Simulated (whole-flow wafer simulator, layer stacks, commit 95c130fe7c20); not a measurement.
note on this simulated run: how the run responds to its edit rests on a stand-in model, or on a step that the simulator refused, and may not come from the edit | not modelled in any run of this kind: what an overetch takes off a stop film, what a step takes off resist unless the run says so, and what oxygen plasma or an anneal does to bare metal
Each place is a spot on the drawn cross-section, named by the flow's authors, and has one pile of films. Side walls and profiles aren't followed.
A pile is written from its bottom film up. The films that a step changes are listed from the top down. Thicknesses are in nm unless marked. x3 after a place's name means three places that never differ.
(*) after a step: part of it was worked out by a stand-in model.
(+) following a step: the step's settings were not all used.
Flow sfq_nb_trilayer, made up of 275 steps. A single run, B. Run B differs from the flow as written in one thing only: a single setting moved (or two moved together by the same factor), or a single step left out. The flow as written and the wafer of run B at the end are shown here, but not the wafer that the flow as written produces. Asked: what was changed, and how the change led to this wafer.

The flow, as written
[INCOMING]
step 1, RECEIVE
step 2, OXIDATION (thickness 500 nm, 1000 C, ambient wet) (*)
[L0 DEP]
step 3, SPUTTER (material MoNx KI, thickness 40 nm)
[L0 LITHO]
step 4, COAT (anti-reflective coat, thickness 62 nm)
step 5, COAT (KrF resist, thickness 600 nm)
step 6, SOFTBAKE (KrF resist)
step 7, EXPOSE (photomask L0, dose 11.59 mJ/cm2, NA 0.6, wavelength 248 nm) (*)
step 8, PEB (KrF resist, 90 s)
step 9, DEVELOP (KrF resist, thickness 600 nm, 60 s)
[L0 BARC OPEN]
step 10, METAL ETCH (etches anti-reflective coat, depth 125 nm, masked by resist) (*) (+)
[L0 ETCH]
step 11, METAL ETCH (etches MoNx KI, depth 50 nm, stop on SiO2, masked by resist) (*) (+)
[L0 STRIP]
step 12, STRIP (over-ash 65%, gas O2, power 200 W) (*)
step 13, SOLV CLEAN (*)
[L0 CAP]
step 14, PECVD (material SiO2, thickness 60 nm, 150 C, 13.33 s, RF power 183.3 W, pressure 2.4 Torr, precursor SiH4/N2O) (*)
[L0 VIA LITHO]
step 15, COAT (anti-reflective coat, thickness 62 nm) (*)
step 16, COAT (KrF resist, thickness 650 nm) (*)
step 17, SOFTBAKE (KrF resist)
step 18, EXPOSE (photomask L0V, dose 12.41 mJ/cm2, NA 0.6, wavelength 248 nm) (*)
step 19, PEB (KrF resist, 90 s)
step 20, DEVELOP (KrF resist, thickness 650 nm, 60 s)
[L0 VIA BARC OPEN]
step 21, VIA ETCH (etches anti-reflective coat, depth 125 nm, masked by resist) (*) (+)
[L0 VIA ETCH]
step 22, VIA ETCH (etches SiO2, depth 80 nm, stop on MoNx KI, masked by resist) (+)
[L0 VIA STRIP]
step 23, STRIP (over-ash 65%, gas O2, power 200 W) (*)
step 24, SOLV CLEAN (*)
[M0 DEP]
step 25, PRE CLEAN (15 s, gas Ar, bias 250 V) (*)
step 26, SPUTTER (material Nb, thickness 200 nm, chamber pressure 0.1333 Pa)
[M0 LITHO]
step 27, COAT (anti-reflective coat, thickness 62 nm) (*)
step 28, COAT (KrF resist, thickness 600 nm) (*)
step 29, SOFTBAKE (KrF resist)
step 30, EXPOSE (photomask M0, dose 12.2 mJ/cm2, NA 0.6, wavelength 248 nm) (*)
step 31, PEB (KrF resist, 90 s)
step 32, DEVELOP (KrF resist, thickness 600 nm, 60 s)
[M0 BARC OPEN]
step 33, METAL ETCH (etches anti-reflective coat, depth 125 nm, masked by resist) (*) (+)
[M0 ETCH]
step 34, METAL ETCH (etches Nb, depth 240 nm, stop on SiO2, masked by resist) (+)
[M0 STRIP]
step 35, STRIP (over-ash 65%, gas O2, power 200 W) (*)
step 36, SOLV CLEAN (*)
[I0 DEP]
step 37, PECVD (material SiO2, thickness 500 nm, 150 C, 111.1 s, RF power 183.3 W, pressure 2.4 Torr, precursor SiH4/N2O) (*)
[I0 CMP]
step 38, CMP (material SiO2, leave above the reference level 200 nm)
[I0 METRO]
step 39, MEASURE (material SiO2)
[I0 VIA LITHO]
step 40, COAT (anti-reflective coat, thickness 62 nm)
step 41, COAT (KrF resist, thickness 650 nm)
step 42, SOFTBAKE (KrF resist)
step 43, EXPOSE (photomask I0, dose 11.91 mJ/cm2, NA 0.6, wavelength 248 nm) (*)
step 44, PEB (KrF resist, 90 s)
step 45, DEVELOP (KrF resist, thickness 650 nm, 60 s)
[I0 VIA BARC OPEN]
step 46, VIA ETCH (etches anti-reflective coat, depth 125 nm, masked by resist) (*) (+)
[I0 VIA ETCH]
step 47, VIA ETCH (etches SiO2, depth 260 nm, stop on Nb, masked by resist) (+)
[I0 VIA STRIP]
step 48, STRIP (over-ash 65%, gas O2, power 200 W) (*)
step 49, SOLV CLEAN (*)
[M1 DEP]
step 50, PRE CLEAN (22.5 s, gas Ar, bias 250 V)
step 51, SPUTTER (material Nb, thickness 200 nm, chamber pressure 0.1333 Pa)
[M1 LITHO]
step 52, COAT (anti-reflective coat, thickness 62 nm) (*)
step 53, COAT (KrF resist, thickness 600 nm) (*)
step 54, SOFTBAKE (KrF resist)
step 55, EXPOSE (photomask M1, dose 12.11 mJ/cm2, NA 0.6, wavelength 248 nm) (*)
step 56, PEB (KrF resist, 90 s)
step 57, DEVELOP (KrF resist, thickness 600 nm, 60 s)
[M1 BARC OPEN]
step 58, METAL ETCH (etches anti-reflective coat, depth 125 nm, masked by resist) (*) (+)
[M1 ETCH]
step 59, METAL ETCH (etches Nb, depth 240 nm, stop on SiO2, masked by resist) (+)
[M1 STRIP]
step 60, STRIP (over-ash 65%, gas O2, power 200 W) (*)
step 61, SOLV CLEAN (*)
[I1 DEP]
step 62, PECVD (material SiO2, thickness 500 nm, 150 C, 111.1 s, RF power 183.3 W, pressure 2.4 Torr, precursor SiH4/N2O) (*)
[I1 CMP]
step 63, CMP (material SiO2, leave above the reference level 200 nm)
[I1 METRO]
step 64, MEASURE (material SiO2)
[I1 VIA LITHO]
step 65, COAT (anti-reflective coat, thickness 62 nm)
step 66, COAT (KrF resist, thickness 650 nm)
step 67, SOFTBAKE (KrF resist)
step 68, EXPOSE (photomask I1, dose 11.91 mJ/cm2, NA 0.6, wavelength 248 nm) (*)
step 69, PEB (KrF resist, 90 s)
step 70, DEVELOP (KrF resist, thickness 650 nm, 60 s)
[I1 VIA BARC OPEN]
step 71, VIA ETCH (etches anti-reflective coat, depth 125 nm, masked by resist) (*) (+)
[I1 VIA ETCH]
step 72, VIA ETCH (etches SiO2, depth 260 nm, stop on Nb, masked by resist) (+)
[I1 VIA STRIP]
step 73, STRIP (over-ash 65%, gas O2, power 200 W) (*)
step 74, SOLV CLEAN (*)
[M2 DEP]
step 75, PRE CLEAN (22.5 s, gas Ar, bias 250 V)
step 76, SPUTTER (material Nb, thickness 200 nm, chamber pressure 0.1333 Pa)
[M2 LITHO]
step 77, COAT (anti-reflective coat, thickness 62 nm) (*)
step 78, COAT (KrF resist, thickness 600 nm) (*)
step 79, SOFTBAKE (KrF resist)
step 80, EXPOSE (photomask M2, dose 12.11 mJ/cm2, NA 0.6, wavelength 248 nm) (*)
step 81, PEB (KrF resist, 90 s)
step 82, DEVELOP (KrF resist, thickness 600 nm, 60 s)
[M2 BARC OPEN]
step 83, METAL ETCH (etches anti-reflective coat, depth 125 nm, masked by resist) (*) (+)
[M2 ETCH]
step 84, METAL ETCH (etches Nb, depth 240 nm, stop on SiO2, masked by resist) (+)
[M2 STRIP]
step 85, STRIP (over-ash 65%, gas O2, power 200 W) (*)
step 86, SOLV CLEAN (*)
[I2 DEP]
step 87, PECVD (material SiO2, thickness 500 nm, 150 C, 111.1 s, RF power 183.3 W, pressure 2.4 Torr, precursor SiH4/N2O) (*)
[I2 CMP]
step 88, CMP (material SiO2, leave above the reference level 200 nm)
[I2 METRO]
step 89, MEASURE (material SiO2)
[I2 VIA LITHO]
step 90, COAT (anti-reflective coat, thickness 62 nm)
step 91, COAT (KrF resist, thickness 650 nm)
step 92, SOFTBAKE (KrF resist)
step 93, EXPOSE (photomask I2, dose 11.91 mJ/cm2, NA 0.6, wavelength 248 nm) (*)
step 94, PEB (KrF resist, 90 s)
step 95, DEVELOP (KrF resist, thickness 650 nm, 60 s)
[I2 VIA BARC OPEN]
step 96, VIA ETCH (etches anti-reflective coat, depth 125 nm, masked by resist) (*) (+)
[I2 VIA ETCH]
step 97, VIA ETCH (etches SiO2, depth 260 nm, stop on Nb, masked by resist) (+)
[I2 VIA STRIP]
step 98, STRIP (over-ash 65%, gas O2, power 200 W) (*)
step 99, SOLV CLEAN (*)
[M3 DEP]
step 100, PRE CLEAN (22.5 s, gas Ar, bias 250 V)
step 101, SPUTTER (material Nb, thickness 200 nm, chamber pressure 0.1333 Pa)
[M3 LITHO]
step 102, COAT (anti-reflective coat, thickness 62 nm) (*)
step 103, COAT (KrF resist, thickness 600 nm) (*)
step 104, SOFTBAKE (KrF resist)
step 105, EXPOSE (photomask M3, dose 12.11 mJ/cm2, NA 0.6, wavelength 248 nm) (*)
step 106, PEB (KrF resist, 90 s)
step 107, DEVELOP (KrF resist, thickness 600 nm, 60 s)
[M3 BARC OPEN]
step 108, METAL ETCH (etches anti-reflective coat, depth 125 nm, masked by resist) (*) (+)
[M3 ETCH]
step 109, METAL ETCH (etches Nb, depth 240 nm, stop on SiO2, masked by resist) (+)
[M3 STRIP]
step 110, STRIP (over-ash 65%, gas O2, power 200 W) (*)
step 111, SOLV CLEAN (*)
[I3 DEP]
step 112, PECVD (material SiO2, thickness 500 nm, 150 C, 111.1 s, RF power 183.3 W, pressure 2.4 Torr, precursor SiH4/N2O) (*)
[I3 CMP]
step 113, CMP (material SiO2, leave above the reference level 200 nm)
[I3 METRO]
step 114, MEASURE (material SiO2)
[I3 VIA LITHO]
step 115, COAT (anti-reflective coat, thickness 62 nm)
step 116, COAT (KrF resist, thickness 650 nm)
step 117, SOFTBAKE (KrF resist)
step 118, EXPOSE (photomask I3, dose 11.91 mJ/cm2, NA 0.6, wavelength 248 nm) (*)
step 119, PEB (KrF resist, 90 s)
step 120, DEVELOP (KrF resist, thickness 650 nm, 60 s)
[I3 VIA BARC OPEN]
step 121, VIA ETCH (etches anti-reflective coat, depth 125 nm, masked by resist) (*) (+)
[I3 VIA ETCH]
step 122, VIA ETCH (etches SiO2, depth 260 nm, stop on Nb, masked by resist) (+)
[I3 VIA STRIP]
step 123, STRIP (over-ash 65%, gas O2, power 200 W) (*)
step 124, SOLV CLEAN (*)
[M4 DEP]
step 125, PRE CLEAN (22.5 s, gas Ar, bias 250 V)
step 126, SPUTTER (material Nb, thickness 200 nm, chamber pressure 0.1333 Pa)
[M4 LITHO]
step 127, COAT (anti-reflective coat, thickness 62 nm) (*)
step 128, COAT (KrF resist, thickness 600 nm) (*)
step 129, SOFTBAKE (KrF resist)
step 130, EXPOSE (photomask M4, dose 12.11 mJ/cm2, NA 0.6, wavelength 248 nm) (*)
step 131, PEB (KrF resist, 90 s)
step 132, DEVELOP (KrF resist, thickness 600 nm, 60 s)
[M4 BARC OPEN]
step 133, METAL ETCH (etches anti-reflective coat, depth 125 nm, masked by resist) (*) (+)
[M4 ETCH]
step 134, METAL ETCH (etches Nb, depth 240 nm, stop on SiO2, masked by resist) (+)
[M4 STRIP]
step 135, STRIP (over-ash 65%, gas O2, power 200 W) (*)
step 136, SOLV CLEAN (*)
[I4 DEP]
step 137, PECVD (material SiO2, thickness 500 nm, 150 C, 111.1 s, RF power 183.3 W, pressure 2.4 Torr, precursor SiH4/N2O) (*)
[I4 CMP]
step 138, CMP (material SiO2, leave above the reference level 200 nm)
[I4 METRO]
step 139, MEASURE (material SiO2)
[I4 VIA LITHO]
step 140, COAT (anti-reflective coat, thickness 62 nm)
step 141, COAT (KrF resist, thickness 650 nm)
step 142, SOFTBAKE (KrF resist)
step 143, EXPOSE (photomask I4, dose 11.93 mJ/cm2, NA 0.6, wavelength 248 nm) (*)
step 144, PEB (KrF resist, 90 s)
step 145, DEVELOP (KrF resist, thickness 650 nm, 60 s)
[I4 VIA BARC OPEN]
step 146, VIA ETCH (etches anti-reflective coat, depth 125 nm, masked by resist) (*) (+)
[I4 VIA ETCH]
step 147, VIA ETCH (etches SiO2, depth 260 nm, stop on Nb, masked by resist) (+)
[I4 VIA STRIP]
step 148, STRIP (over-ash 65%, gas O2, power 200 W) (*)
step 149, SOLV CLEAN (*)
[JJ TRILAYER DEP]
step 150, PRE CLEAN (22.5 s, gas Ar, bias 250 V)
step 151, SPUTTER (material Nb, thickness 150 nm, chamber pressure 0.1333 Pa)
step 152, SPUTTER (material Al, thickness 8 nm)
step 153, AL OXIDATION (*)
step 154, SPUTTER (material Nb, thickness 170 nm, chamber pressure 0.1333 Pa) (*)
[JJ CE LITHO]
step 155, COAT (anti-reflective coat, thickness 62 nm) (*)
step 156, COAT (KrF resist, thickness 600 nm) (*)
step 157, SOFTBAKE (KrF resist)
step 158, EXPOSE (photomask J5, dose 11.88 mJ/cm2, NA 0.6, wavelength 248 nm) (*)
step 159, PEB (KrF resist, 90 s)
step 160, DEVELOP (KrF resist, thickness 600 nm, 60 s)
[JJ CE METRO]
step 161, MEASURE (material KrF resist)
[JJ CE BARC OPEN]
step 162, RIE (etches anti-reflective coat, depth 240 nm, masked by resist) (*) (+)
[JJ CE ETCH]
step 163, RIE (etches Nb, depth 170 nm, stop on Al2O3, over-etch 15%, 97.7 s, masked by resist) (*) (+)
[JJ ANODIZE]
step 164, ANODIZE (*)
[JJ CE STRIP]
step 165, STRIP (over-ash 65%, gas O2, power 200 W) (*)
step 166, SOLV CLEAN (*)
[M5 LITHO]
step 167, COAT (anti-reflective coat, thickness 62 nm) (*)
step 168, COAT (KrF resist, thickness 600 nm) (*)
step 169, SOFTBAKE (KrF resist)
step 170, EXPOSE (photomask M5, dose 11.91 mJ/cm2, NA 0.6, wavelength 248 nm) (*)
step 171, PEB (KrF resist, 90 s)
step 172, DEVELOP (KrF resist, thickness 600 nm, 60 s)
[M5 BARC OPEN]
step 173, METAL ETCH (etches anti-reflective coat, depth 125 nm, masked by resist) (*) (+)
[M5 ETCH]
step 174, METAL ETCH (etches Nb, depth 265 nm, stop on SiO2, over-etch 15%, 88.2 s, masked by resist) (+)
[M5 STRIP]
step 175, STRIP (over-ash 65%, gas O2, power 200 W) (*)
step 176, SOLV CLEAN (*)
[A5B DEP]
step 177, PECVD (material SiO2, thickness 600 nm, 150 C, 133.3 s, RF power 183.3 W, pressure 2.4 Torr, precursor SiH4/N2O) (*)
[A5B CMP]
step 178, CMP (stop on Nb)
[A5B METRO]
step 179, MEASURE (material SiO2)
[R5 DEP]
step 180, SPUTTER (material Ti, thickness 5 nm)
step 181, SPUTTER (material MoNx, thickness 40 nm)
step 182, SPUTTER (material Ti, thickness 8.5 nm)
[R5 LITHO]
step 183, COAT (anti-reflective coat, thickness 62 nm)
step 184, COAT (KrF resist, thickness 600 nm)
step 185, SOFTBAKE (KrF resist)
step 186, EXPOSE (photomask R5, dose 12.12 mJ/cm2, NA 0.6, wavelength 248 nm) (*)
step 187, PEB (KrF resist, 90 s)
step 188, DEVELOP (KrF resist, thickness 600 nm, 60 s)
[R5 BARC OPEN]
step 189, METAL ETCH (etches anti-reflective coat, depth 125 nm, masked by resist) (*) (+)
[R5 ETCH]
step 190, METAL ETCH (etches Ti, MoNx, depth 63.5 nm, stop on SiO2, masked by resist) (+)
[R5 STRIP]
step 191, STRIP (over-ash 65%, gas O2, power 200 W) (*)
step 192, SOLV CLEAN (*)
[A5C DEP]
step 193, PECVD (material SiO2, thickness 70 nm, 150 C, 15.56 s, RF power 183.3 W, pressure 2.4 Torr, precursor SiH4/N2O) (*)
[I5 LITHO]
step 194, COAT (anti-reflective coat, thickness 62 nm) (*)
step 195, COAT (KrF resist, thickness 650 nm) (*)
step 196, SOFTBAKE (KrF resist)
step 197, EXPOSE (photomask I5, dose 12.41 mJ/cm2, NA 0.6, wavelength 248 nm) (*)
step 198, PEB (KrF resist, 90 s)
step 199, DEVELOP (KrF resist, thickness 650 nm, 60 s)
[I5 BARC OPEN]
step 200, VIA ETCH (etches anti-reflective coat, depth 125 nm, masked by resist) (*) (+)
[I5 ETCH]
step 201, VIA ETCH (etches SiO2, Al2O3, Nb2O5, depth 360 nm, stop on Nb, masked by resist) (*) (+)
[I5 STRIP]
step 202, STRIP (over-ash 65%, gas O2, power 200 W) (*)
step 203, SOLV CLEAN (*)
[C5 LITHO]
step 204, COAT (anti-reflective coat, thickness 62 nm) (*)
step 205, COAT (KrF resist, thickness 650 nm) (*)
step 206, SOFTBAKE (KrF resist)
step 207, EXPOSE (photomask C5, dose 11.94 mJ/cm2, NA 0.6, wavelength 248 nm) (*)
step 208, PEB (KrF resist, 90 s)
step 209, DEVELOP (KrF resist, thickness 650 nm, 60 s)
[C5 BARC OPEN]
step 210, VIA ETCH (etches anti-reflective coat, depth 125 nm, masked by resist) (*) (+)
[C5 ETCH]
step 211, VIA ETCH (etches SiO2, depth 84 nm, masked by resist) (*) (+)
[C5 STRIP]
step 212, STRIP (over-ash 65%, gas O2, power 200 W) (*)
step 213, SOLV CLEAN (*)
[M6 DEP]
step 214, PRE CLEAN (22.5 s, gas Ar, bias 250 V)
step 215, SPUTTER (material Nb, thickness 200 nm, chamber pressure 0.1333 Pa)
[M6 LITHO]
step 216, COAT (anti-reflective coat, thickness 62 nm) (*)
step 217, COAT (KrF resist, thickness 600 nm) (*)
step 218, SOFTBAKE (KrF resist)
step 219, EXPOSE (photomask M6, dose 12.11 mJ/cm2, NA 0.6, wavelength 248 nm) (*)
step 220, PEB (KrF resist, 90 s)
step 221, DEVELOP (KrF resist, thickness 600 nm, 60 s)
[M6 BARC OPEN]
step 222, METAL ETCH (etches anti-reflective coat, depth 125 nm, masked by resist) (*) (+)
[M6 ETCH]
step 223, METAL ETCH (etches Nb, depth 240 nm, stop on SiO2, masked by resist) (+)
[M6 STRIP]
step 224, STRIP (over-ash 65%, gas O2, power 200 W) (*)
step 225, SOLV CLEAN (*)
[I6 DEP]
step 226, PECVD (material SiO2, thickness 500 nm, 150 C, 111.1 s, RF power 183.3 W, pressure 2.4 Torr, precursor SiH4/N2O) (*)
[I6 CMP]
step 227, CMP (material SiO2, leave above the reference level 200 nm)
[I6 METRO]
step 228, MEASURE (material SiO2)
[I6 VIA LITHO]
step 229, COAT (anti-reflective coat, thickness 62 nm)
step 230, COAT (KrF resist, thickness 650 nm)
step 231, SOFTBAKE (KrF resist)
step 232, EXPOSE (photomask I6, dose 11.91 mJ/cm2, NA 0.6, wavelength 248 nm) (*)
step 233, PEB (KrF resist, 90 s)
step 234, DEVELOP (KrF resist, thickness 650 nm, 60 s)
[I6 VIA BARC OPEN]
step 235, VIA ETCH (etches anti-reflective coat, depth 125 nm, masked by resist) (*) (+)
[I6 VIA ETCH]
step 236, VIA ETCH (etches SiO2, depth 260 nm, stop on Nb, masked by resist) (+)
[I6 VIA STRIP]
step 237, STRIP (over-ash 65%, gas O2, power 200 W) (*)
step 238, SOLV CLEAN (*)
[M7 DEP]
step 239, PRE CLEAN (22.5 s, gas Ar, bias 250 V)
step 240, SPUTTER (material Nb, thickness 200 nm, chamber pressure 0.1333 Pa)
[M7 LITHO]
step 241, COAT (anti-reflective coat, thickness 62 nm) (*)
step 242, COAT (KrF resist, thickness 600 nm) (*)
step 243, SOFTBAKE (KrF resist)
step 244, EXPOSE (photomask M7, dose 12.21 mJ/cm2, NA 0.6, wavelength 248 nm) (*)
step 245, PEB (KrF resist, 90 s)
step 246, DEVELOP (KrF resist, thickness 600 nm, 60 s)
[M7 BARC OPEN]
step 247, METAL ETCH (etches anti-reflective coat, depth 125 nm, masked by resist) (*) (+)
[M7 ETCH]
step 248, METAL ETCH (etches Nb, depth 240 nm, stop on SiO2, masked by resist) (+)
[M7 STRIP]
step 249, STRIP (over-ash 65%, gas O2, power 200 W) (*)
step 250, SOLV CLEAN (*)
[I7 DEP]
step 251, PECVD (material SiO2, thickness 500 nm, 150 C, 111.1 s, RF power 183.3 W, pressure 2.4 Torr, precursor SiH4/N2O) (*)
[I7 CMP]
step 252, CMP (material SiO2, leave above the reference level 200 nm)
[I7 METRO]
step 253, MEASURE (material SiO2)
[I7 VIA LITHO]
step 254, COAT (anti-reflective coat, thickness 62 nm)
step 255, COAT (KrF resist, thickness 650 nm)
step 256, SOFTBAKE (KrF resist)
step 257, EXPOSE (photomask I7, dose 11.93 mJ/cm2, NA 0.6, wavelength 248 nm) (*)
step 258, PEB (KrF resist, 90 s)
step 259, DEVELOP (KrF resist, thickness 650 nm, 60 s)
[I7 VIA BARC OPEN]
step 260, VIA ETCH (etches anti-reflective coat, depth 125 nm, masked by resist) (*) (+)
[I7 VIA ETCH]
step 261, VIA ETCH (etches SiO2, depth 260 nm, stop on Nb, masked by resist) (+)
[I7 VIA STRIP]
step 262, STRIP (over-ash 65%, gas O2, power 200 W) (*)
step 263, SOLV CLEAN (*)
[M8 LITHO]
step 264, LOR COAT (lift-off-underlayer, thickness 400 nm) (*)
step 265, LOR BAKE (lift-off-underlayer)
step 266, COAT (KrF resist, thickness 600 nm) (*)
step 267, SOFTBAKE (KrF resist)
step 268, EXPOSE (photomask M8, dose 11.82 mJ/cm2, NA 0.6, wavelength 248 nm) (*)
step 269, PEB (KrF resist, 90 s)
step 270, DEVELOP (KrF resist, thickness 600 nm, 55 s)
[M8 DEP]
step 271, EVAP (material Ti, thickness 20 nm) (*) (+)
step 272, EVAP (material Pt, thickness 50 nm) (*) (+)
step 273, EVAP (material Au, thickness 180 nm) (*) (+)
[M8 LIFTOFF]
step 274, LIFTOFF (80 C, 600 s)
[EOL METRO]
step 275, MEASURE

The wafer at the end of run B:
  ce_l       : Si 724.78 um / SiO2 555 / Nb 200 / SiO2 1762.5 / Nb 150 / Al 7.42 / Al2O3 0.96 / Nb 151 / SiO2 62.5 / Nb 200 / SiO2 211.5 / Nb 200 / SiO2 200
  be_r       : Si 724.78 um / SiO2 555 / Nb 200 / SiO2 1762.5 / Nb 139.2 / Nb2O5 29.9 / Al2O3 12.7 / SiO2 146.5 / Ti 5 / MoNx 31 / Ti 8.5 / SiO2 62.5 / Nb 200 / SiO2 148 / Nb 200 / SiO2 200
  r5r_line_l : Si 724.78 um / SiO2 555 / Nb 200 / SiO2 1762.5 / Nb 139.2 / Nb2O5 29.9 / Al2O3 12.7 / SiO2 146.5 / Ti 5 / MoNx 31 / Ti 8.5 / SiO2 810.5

What caused this: step 181, SPUTTER: thickness 31 nm was run, whereas the flow has thickness 40 nm.
The wafer itself shows it: be_r has MoNx 31, and step 181 as written asks for 40 nm.

Step by step, how the change led to this:
  step 181, SPUTTER (material MoNx, thickness 40 nm)
      field_l, v_sur, via_wl and 103 more: +31 MoNx (new film) (in the flow as written it would be: +40 MoNx (new film))
  step 190, METAL ETCH (etches Ti, MoNx, depth 63.5 nm, stop on SiO2, masked by resist) (+)
      field_l, v_sur, via_wl and 92 more: -8.5 Ti (all of it), -31 MoNx (all of it), -5 Ti (all of it) (in the flow as written it would be: -8.5 Ti (all of it), -40 MoNx (all of it), -5 Ti (all of it))
      ce_l, c5j, ce_r, wl_jj: -8.5 Ti (all of it), -31 MoNx (all of it), -5 Ti (all of it), -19 Nb (in the flow as written it would be: -8.5 Ti (all of it), -40 MoNx (all of it), -5 Ti (all of it), -10 Nb)
  step 194, COAT (anti-reflective coat, thickness 62 nm) (*)
      wl_j_sl, wl_j_sr: +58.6 anti-reflective coat (new film) (in the flow as written it would be: +60.2 anti-reflective coat (new film))
      r5r_spacepad_l, r5r_spacepad_r: +80.5 anti-reflective coat (new film) (in the flow as written it would be: +84.4 anti-reflective coat (new film))
      (and at 12 other places as well)
  step 202, STRIP (over-ash 65%, gas O2, power 200 W) (*)
      wl_j_sl, wl_j_sr: -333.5 KrF resist (all of it), -58.6 anti-reflective coat (all of it) (in the flow as written it would be: -333.3 KrF resist (all of it), -60.2 anti-reflective coat (all of it))
      r5r_spacepad_l, r5r_spacepad_r: -335.3 KrF resist (all of it), -80.5 anti-reflective coat (all of it) (in the flow as written it would be: -335.6 KrF resist (all of it), -84.4 anti-reflective coat (all of it))
      (and at 12 other places as well)
  step 204, COAT (anti-reflective coat, thickness 62 nm) (*)
      wl_j_sl, wl_j_sr: +58.6 anti-reflective coat (new film) (in the flow as written it would be: +60.2 anti-reflective coat (new film))
      r5r_spacepad_l, r5r_spacepad_r: +80.5 anti-reflective coat (new film) (in the flow as written it would be: +84.4 anti-reflective coat (new film))
      (and at 12 other places as well)
  step 210, VIA ETCH (etches anti-reflective coat, depth 125 nm, masked by resist) (*) (+)
      c5j: -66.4 anti-reflective coat (all of it), -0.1 SiO2 (in the flow as written it would be: -63.9 anti-reflective coat (all of it), -0.11 SiO2)
  step 212, STRIP (over-ash 65%, gas O2, power 200 W) (*)
      wl_j_sl, wl_j_sr: -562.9 KrF resist (all of it), -58.6 anti-reflective coat (all of it) (in the flow as written it would be: -563.4 KrF resist (all of it), -60.2 anti-reflective coat (all of it))
      r5r_spacepad_l, r5r_spacepad_r: -564.7 KrF resist (all of it), -80.5 anti-reflective coat (all of it) (in the flow as written it would be: -565.8 KrF resist (all of it), -84.4 anti-reflective coat (all of it))
      (and at 11 other places as well)
  step 216, COAT (anti-reflective coat, thickness 62 nm) (*)
      r5r_line_l, r5r_line_c, r5r_line_r: +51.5 anti-reflective coat (new film) (in the flow as written it would be: +50 anti-reflective coat (new film))
      wl_j_sl, wl_j_sr: +58.6 anti-reflective coat (new film) (in the flow as written it would be: +60.2 anti-reflective coat (new film))
      (and at 11 other places as well)
  step 222, METAL ETCH (etches anti-reflective coat, depth 125 nm, masked by resist) (*) (+)
      r5r_line_l, r5r_line_c, r5r_line_r: -51.5 anti-reflective coat (all of it) (in the flow as written it would be: -50 anti-reflective coat (all of it))
      r5r_spacepad_l, r5r_spacepad_r: -81.4 anti-reflective coat (all of it) (in the flow as written it would be: -85.7 anti-reflective coat (all of it))
      (and at 1 other place as well)
  step 224, STRIP (over-ash 65%, gas O2, power 200 W) (*)
      wl_j_sl, wl_j_sr: -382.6 KrF resist (all of it), -58.6 anti-reflective coat (all of it) (in the flow as written it would be: -382.5 KrF resist (all of it), -60.2 anti-reflective coat (all of it))
      jj_sur: -377.9 KrF resist (all of it), -54.5 anti-reflective coat (all of it) (in the flow as written it would be: -378.5 KrF resist (all of it), -56.1 anti-reflective coat (all of it))
      (and at 7 other places as well)
  step 226, PECVD (material SiO2, thickness 500 nm, 150 C, 111.1 s, RF power 183.3 W, pressure 2.4 Torr, precursor SiH4/N2O) (*)
      r5r_spacepad_l, r5r_spacepad_r: +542 SiO2 (in the flow as written it would be: +553.5 SiO2)
  step 227, CMP (material SiO2, leave above the reference level 200 nm)
      ce_l, ce_r, wl_jj: -281 SiO2 (in the flow as written it would be: -290 SiO2)
      be_r, r_sur, r_end: -344.5 SiO2 (in the flow as written it would be: -353.5 SiO2)
      (and at 7 other places as well)
